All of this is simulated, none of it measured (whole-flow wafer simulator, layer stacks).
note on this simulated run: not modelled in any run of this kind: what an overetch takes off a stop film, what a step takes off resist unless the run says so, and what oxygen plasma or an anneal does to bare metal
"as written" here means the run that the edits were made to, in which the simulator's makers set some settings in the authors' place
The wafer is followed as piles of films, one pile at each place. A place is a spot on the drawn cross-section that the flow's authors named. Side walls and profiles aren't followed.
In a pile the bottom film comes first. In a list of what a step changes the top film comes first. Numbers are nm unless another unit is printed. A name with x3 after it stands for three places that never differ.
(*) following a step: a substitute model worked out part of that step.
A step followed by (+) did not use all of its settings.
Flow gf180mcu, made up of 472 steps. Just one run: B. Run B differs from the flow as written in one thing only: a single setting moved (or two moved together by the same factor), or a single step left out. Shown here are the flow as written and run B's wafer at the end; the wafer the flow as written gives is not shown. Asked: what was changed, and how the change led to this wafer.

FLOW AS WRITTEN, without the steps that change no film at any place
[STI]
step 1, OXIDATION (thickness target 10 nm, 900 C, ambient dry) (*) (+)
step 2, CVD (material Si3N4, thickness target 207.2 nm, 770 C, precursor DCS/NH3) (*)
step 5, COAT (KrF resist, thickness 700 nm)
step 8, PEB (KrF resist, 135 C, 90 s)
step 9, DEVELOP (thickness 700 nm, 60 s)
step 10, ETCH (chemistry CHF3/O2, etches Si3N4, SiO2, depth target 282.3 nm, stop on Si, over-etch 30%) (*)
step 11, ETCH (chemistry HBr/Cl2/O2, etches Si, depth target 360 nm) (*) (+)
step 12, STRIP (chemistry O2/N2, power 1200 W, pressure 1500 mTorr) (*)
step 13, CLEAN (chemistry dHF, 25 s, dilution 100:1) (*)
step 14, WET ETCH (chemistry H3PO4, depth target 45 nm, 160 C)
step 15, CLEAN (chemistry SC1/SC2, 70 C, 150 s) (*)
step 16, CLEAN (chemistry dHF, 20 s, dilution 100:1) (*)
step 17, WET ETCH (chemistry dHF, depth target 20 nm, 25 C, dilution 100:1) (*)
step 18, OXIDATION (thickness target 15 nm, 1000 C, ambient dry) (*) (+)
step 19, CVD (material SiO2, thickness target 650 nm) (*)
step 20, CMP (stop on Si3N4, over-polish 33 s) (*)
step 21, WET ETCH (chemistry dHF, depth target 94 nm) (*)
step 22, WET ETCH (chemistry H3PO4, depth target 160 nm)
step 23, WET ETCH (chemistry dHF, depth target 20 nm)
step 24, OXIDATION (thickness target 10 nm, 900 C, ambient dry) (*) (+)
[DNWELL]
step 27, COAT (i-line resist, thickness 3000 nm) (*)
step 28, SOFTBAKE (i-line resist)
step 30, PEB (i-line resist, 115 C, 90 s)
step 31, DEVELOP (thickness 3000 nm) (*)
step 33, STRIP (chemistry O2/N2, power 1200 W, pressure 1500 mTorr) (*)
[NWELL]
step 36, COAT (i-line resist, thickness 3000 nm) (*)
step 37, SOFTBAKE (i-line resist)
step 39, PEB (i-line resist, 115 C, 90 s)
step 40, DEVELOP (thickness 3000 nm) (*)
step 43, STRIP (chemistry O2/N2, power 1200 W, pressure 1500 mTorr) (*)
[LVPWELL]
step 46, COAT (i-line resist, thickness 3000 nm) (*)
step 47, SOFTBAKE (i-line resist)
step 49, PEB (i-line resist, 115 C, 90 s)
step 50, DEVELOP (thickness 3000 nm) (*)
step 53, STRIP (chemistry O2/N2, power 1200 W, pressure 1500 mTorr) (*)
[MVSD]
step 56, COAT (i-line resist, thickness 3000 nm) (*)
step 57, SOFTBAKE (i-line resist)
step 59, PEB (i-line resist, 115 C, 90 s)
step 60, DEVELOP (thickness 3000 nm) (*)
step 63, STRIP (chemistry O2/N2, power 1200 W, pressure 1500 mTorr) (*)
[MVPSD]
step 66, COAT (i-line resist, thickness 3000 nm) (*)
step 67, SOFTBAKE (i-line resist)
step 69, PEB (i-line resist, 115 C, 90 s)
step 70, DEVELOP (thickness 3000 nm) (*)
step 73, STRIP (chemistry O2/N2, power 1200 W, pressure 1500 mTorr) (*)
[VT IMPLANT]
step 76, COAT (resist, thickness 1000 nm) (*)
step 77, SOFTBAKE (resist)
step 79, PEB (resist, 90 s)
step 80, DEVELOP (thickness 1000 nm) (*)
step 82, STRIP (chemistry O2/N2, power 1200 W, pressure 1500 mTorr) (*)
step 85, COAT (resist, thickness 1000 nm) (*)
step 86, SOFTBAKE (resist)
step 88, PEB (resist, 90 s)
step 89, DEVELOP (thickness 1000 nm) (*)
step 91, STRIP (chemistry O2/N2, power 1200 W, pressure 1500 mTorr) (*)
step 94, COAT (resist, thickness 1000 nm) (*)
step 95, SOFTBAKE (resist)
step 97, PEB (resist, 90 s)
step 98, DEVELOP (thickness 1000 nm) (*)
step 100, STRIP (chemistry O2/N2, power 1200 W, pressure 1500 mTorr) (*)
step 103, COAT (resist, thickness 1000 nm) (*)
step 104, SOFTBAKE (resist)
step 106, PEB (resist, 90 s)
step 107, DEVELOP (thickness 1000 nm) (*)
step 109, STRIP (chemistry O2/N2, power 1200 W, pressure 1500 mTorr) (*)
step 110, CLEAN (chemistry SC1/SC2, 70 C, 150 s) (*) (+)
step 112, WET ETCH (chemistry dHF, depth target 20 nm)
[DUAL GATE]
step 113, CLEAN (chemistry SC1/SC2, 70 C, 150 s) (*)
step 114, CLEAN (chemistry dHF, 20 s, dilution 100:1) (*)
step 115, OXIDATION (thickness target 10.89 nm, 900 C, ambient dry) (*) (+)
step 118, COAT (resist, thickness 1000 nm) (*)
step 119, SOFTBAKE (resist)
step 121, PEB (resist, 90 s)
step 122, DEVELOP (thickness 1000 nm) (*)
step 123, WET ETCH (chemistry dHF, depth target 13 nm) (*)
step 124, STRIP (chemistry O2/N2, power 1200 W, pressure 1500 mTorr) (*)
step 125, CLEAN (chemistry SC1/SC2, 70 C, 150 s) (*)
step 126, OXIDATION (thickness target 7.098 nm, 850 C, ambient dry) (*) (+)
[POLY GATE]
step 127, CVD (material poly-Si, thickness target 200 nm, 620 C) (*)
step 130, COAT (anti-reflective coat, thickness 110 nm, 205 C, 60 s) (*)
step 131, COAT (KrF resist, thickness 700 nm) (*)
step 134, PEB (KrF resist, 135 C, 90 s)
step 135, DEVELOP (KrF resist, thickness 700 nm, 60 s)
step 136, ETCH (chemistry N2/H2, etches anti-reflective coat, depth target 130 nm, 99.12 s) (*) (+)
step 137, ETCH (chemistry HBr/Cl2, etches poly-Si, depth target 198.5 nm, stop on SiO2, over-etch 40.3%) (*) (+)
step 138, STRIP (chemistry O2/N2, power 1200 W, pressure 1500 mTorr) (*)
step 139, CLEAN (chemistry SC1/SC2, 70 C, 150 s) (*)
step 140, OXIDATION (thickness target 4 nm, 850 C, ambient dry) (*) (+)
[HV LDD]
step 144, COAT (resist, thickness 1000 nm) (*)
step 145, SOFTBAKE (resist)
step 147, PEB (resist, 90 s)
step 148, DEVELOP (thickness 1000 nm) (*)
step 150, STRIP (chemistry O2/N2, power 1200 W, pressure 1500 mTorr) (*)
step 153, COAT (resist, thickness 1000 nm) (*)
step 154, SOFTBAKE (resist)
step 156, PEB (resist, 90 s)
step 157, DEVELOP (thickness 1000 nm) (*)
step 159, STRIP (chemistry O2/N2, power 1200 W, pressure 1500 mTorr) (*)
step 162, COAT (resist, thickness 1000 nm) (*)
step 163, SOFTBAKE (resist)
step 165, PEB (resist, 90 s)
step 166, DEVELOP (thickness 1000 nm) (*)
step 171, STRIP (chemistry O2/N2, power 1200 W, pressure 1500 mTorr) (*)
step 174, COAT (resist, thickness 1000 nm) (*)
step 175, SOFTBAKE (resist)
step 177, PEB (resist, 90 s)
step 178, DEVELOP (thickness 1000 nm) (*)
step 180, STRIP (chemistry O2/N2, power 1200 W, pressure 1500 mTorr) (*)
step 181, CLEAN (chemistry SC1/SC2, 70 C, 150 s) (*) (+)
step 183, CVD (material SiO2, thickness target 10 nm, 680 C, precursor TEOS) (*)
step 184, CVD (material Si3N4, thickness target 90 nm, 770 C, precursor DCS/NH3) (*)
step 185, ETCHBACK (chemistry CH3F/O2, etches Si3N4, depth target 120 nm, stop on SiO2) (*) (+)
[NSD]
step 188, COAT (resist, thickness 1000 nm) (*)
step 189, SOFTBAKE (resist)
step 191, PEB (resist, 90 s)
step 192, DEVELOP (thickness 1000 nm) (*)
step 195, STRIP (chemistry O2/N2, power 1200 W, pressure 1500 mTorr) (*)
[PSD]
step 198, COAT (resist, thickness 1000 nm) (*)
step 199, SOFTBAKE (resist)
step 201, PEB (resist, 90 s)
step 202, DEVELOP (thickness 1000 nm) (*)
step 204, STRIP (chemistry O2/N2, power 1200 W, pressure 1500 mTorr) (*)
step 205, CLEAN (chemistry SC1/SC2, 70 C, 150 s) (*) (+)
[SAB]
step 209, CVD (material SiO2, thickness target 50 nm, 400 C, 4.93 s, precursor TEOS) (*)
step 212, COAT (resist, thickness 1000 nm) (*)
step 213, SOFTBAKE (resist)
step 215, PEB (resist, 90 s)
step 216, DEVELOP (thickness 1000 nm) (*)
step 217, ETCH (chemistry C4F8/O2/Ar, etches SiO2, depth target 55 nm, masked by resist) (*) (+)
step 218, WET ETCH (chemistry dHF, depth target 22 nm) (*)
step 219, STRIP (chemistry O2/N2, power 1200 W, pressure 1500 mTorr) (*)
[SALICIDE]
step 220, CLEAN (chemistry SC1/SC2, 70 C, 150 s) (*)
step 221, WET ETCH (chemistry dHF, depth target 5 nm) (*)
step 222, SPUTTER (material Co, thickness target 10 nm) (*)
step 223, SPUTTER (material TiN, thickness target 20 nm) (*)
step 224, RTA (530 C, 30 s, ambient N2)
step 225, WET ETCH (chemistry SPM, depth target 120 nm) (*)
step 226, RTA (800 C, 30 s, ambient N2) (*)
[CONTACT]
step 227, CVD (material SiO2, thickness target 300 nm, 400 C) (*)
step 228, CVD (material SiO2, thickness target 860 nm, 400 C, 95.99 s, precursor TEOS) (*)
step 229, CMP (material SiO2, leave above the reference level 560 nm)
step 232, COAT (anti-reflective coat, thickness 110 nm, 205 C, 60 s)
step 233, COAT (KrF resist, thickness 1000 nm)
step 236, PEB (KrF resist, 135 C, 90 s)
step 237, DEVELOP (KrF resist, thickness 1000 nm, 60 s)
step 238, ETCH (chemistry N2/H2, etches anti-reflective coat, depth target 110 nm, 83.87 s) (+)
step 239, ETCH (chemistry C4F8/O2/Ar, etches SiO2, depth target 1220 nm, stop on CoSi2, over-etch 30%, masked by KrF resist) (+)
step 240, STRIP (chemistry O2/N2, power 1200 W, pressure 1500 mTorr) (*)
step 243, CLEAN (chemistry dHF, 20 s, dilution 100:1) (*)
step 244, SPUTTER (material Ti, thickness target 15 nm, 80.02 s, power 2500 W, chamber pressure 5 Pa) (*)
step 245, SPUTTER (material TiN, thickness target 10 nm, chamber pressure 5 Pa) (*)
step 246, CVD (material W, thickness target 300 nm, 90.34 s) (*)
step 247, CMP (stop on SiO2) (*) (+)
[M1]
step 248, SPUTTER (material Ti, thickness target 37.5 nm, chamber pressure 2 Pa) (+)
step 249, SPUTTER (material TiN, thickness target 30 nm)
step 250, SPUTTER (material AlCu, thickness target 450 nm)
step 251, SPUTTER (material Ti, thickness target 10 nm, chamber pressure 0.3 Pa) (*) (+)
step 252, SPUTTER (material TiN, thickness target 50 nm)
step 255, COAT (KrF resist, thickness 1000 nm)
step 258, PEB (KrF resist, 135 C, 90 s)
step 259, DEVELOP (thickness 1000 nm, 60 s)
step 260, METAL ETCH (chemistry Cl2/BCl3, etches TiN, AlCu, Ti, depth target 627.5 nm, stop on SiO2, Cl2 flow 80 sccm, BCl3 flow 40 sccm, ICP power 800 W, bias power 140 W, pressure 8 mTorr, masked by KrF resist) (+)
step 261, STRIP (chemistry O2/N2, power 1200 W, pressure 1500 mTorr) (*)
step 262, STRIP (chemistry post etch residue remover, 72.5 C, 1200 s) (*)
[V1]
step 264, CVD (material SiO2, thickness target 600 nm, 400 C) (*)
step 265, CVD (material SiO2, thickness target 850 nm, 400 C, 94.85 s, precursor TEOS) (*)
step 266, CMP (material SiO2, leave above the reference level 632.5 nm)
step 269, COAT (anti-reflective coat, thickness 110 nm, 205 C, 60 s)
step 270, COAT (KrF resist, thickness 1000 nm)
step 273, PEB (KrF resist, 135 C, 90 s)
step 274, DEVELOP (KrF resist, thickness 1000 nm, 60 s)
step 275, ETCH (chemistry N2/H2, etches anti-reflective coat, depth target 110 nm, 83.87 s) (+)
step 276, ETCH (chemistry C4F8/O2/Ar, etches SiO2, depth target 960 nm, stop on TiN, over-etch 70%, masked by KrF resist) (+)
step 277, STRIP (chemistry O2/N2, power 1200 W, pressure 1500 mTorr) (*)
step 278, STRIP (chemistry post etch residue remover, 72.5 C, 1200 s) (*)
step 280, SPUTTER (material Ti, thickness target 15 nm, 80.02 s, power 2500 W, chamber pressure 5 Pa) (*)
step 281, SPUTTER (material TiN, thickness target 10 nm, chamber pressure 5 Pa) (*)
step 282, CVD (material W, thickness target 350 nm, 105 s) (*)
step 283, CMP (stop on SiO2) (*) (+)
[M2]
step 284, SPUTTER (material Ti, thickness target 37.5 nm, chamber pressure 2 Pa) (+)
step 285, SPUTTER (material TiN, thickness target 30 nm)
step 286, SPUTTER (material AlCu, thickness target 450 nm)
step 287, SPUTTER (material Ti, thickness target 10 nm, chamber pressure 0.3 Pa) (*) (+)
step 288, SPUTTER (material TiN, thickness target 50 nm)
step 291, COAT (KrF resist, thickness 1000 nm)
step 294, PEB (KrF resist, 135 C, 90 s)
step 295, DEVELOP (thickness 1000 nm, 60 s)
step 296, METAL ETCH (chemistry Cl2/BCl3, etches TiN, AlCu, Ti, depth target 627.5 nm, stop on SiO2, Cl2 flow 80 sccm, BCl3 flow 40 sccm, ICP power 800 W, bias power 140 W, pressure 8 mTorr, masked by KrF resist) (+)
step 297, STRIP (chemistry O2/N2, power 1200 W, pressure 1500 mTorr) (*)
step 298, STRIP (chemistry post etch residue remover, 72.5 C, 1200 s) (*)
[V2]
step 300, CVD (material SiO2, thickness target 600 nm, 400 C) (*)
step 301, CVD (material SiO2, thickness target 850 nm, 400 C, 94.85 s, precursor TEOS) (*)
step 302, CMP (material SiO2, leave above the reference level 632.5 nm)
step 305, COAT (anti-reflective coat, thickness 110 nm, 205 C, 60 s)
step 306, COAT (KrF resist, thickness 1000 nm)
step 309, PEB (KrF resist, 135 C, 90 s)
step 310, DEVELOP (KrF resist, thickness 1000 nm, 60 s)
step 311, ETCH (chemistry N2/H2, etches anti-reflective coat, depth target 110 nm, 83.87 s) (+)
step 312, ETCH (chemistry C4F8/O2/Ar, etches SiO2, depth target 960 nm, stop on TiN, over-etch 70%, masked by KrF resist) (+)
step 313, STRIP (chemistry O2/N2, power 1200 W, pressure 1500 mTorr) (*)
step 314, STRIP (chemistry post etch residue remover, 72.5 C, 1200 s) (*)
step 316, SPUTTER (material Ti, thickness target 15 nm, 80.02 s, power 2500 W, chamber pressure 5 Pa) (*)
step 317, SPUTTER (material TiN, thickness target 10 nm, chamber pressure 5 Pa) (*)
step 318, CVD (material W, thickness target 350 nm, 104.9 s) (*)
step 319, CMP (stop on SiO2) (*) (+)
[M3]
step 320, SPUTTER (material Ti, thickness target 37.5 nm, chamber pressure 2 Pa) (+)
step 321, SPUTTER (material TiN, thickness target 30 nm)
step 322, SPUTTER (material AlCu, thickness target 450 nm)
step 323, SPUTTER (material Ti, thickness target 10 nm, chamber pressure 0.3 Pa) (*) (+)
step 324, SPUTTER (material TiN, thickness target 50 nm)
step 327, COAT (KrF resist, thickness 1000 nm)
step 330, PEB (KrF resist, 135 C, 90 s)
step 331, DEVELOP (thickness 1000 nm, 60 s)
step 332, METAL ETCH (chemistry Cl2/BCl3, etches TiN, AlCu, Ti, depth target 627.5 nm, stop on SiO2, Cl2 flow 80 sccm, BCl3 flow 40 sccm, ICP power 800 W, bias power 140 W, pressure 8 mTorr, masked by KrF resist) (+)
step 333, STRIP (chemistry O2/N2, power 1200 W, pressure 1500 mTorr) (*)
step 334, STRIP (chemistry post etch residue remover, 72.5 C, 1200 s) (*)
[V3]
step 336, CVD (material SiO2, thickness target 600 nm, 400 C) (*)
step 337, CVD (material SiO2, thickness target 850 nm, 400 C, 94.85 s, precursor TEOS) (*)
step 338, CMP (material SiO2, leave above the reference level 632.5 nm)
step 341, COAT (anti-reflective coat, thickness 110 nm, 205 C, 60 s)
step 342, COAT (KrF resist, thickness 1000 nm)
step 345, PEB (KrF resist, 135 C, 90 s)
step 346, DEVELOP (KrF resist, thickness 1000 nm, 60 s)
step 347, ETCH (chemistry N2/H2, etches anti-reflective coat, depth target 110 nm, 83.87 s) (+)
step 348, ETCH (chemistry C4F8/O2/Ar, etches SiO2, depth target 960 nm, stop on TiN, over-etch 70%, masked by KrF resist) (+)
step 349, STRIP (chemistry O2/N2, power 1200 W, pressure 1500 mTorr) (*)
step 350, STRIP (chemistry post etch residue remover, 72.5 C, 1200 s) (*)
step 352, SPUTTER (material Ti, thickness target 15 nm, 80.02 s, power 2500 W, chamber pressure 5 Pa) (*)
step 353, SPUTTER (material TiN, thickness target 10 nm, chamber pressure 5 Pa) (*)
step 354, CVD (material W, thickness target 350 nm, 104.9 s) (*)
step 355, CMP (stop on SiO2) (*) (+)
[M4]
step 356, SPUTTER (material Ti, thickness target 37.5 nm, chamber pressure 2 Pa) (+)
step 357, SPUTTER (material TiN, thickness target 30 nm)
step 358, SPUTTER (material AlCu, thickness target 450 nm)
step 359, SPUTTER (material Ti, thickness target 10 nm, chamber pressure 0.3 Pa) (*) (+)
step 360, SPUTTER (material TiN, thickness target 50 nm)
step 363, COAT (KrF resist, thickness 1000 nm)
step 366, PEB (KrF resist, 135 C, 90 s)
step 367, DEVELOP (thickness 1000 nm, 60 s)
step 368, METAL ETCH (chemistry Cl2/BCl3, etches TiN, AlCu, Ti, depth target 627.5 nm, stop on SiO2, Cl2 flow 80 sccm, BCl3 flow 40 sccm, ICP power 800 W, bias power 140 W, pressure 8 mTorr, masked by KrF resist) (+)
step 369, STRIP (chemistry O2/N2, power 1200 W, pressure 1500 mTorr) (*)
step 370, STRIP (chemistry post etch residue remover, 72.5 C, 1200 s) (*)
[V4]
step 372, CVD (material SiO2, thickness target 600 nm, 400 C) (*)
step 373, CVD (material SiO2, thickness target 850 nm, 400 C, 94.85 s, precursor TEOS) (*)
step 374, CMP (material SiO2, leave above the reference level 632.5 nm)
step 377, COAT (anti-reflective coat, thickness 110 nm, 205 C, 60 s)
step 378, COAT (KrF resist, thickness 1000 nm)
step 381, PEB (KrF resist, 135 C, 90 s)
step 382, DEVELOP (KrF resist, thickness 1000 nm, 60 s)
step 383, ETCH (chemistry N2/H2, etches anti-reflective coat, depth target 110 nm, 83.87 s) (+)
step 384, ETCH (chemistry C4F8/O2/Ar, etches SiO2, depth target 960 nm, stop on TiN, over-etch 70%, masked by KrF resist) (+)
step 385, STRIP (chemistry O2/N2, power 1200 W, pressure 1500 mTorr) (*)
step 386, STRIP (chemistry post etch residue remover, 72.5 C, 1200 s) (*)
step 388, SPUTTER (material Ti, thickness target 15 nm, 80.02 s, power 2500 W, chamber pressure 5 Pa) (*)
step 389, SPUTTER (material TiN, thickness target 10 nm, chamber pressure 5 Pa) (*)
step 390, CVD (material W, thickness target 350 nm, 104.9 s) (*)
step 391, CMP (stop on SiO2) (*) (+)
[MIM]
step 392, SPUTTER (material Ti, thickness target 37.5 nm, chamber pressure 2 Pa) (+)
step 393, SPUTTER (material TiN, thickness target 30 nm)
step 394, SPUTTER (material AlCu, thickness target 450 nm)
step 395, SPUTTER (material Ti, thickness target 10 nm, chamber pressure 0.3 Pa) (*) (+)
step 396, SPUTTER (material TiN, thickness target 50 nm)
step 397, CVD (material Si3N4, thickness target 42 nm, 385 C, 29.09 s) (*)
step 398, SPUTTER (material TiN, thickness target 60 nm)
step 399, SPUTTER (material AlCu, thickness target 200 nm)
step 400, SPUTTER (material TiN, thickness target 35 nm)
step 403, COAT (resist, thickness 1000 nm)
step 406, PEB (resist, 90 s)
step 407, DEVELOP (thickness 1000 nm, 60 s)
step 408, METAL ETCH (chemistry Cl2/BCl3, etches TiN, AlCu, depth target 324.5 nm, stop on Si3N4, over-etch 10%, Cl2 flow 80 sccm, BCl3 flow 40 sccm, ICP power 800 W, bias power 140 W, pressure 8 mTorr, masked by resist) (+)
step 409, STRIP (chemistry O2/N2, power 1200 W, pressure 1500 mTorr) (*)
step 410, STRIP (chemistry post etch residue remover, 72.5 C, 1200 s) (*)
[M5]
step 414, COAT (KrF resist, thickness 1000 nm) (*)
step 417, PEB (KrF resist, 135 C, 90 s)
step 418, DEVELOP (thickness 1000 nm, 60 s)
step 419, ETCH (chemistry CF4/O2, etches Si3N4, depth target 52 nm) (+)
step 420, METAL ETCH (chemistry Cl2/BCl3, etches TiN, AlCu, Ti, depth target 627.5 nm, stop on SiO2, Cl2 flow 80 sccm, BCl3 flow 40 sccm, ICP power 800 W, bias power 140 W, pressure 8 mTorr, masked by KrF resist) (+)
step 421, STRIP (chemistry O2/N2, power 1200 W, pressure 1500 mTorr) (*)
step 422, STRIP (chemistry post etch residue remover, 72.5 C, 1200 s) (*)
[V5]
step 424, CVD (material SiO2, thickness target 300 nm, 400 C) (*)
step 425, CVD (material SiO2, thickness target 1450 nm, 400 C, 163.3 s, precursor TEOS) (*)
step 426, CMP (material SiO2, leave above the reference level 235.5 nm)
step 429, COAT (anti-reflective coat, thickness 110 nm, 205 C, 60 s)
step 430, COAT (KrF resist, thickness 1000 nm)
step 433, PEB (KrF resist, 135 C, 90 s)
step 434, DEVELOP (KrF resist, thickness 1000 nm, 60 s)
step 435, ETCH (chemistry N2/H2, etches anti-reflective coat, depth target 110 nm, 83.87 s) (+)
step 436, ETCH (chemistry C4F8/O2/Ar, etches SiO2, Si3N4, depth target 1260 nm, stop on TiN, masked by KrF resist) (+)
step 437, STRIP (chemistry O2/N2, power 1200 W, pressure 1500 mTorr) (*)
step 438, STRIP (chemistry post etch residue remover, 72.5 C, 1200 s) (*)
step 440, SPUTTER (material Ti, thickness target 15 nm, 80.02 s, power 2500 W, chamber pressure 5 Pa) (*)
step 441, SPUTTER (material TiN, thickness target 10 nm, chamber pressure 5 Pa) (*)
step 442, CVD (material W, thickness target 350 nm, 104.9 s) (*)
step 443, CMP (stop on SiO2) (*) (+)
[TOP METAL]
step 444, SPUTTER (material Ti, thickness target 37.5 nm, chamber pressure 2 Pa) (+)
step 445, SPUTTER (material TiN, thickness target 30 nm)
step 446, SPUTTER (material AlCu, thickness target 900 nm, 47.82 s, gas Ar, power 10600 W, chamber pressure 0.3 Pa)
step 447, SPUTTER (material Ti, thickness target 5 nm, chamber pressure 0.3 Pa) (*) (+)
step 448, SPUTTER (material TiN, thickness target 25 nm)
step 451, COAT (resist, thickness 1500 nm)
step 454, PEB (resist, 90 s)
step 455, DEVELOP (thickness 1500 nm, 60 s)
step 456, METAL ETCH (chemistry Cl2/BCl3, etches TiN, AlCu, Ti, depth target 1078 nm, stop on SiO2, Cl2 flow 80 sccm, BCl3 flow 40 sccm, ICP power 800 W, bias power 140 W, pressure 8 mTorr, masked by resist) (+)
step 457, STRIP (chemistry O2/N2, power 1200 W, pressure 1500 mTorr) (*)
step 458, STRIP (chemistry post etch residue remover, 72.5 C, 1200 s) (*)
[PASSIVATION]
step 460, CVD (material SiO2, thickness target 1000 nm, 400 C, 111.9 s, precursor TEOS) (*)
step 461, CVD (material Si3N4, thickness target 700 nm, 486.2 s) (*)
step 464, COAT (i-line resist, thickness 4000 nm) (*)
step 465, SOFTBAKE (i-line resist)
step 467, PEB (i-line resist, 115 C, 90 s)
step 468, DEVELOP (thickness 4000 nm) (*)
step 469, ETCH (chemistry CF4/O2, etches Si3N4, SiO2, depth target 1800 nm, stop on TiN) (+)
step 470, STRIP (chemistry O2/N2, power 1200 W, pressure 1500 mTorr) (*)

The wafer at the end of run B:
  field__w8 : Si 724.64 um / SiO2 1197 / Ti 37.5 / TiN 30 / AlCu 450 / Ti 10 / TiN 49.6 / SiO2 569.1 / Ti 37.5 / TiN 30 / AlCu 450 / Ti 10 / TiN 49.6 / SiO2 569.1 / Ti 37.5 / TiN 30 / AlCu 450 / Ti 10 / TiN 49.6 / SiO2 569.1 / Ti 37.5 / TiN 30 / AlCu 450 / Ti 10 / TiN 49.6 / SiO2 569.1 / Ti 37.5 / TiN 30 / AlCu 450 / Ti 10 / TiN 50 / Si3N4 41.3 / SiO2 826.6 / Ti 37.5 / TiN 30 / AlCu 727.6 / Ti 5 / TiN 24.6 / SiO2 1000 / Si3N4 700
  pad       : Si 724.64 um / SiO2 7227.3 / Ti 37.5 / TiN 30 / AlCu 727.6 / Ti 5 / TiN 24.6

Cause: step 446, SPUTTER: 38.85 s was run, while the flow as written has 47.82 s.

The path from the change to this, step by step:
  step 446, SPUTTER (material AlCu, thickness target 900 nm, 47.82 s, gas Ar, power 10600 W, chamber pressure 0.3 Pa)
      field, field__w1, field__w2 and 109 more: +727.6 AlCu (new film) (it would be, as written: +900 AlCu (new film))
  step 456, METAL ETCH (chemistry Cl2/BCl3, etches TiN, AlCu, Ti, depth target 1078 nm, stop on SiO2, Cl2 flow 80 sccm, BCl3 flow 40 sccm, ICP power 800 W, bias power 140 W, pressure 8 mTorr, masked by resist) (+)
      field, field__w1, field__w2 and 103 more: -25 TiN (all of it), -5 Ti (all of it), -727.6 AlCu (all of it), -30 TiN (all of it), -37.5 Ti (all of it) (it would be, as written: -25 TiN (all of it), -5 Ti (all of it), -900 AlCu (all of it), -30 TiN (all of it), -37.5 Ti (all of it))
  step 464, COAT (i-line resist, thickness 4000 nm) (*)
      field__w8: +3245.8 i-line resist (new film) (it would be, as written: +3093.1 i-line resist (new film))
      contact: +3290.1 i-line resist (new film) (it would be, as written: +3153.6 i-line resist (new film))
      (as well as at 4 more places)
  step 465, SOFTBAKE (i-line resist)
      field__w5, field__w9: +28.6 i-line resist (it would be, as written: +37.3 i-line resist)
      field__w11, field__w13: +28.8 i-line resist (it would be, as written: +37.9 i-line resist)
      (as well as at 65 more places)
  step 467, PEB (i-line resist, 115 C, 90 s)
      field__w8, m1__w1: -37.4 i-line resist (it would be, as written: -34.7 i-line resist)
      contact, m1: -37.7 i-line resist (it would be, as written: -35.1 i-line resist)
      (as well as at 2 more places)
  step 468, DEVELOP (thickness 4000 nm) (*)
      pad: -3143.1 i-line resist (all of it) (it would be, as written: -2974.8 i-line resist (all of it))
  step 470, STRIP (chemistry O2/N2, power 1200 W, pressure 1500 mTorr) (*)
      field__w8, m1__w1: -1953.9 i-line resist (all of it) (it would be, as written: -1787.7 i-line resist (all of it))
      contact: -1971.3 i-line resist (all of it) (it would be, as written: -1811.2 i-line resist (all of it))
      (as well as at 2 more places)
